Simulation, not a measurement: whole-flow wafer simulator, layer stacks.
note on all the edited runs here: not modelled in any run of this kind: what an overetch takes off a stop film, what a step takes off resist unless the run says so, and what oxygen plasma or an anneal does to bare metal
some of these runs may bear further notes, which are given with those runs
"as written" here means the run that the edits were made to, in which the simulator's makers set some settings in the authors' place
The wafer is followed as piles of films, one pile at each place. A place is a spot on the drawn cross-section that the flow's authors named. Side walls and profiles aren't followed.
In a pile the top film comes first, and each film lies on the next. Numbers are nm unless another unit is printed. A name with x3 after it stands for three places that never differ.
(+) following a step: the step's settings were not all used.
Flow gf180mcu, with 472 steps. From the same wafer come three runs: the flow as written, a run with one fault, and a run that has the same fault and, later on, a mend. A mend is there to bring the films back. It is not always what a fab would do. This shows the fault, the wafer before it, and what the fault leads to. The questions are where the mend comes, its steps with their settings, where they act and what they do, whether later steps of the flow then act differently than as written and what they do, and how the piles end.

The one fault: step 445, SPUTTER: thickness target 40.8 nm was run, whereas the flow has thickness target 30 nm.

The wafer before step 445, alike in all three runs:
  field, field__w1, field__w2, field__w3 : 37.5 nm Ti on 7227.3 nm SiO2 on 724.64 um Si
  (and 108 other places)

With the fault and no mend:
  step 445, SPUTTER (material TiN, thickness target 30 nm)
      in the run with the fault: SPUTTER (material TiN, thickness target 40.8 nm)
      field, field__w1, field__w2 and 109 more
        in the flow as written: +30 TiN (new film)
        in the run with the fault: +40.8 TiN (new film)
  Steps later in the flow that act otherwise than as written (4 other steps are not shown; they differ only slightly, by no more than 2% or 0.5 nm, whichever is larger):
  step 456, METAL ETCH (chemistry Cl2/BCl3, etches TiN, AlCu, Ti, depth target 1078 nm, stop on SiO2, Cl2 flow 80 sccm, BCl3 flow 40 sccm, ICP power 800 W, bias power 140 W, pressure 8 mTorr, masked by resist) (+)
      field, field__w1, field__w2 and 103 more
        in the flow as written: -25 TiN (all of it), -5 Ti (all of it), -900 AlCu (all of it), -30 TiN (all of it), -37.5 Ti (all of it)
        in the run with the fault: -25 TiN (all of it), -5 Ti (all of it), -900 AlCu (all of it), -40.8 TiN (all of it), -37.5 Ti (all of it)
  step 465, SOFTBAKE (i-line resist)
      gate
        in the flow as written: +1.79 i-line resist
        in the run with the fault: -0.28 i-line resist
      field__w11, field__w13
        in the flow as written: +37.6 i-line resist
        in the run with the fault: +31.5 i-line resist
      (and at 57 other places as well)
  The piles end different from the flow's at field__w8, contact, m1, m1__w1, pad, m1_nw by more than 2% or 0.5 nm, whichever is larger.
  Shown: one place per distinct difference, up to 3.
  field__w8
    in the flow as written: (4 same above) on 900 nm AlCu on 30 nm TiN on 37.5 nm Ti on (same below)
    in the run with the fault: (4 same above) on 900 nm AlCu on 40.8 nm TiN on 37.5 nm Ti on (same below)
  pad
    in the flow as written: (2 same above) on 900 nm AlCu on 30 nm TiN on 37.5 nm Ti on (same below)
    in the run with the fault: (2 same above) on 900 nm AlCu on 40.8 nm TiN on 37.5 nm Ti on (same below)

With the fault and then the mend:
  The mend follows step 445.
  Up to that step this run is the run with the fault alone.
  step 445a, METAL ETCH (chemistry Cl2/BCl3, etches TiN, AlCu, Ti, depth target 10.8 nm, Cl2 flow 80 sccm, BCl3 flow 40 sccm, ICP power 800 W, bias power 140 W, pressure 8 mTorr) (the flow's step 260 again, with other settings)
      field, field__w1, field__w2 and 109 more
        -10.8 TiN
  None of the later steps of the flow acts differently than as written at any place that is followed.
  By the end, the piles equal the flow's at every place that both follow.
